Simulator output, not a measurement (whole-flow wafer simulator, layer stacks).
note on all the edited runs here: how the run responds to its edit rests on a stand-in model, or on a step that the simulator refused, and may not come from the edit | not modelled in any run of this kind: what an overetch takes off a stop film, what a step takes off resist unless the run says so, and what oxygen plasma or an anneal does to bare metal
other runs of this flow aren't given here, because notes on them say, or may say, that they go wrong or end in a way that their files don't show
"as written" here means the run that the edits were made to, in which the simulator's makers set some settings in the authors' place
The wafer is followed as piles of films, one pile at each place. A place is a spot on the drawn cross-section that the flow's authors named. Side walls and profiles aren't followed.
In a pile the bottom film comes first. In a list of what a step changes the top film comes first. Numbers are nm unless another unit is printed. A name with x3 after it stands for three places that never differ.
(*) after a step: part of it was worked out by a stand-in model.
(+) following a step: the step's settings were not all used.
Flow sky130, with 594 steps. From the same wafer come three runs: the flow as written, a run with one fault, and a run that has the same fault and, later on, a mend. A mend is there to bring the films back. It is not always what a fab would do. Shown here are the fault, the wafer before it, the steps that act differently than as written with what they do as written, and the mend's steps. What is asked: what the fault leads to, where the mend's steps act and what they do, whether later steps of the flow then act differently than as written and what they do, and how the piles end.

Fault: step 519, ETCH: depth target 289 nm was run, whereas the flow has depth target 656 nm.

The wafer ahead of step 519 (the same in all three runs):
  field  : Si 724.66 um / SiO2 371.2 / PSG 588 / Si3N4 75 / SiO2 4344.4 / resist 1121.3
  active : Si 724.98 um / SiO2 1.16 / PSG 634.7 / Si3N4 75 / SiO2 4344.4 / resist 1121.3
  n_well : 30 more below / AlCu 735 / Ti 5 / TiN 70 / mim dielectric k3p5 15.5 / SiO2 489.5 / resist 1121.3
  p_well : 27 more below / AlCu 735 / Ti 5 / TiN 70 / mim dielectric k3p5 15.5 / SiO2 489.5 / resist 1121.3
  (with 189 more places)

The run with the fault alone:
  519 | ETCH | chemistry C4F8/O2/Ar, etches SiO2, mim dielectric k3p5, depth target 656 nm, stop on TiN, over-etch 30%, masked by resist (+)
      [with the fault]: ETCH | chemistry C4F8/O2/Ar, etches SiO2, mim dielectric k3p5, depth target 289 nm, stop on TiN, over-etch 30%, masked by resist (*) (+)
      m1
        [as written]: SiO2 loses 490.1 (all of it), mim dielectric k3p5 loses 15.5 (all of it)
        [with the fault]: SiO2 loses 289
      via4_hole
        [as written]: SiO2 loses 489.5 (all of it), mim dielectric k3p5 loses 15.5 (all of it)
        [with the fault]: SiO2 loses 289
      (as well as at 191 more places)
  Steps further on in the flow that do not act as written (1 other step is not shown; it differs only slightly, by no more than 2% or 0.5 nm, whichever is larger):
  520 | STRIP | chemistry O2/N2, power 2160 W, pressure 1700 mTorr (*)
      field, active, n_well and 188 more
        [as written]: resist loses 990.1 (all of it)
        [with the fault]: resist loses 1063.5 (all of it)
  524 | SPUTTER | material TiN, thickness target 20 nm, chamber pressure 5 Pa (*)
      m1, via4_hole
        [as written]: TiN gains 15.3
        [with the fault]: TiN gains 16.9 (new film)
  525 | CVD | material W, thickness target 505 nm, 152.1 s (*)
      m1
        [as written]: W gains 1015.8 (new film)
        [with the fault]: W gains 600.4 (new film)
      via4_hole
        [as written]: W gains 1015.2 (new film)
        [with the fault]: W gains 602.1 (new film)
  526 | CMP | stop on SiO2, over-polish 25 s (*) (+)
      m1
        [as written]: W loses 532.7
        [with the fault]: W loses 335.9
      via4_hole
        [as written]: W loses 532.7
        [with the fault]: W loses 337.7
  At m1, via4_hole, the piles at the end differ from the flow's by more than 2% or 0.5 nm, whichever is larger.
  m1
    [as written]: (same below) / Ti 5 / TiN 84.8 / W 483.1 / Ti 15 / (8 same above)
    [with the fault]: (same below) / Ti 5 / TiN 70 / mim dielectric k3p5 15.5 / SiO2 201.1 / TiN 16.9 / W 264.4 / Ti 15 / (8 same above)
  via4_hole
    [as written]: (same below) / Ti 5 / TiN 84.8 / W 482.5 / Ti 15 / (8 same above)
    [with the fault]: (same below) / Ti 5 / TiN 70 / mim dielectric k3p5 15.5 / SiO2 200.5 / TiN 16.9 / W 264.4 / Ti 15 / (8 same above)

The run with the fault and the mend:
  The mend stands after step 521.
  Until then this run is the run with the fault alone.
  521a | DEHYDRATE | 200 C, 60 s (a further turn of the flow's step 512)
      leaves every film unchanged at each place that is followed
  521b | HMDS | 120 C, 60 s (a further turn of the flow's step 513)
      leaves every film unchanged at each place that is followed
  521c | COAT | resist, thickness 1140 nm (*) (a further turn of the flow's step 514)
      gate_hv, mim, dice_street and 116 more
        resist gains 1140 (new film)
      n_well, p_well, sd_n and 7 more
        resist gains 1139.6 (new film)
      gate_p_hvt_sd, active_p_hvt, gate_p_lvt_sd, active_p_lvt, gate_p_g5v0_sd, active_p_g5v0, spacer_p_g5v0
        resist gains 1139.8 (new film)
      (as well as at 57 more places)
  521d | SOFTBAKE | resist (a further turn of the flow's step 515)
      via2_enc, via3_hole
        resist loses 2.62
      active
        resist gains 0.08
      gate
        resist gains 0.11
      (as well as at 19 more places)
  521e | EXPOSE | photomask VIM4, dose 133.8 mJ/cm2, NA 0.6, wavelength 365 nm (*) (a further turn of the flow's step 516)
      leaves every film unchanged at each place that is followed
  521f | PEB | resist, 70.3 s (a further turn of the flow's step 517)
      field, active, n_well and 173 more
        resist loses 18.7
      sonos_cell, nwell_res, iso_guard, via3_hole, via3_enc, via4_enc, sonos_guard, sonos_guard_hv
        resist loses 18.5
      pplus_nw, pwell_dnw, poly_endcap, via1_hole, via1_enc, via2_hole, via2_enc
        resist loses 18.6
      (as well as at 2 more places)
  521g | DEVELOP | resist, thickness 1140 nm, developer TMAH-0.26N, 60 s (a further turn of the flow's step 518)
      field, spacer, iso_guard and 9 more
        resist loses 0.02
      m1
        resist loses 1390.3 (all of it)
      via4_hole
        resist loses 1390 (all of it)
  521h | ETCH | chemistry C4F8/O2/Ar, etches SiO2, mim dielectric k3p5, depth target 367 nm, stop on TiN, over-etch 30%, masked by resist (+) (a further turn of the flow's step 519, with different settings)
      field, active, n_well and 188 more
        resist loses 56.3
      m1
        SiO2 loses 201.1 (all of it), mim dielectric k3p5 loses 15.5 (all of it)
      via4_hole
        SiO2 loses 200.5 (all of it), mim dielectric k3p5 loses 15.5 (all of it)
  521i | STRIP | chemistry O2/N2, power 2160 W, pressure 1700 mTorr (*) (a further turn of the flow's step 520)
      gate_hv, mim, dice_street and 116 more
        resist loses 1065 (all of it)
      n_well, p_well, sd_n and 8 more
        resist loses 1064.5 (all of it)
      gate_lvt_sd, active_lvt, gate_p_sd, active_p, gate_p_hvt_sd, active_p_hvt, active_p_lvt, field_nw
        resist loses 1064.7 (all of it)
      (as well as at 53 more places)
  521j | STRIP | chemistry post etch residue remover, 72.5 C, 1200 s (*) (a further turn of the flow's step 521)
      m1, via4_hole
        TiN loses 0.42
  Later steps of the flow that are run all act as written at every place that is followed.
  The piles end the same as the flow's at every place that both follow.
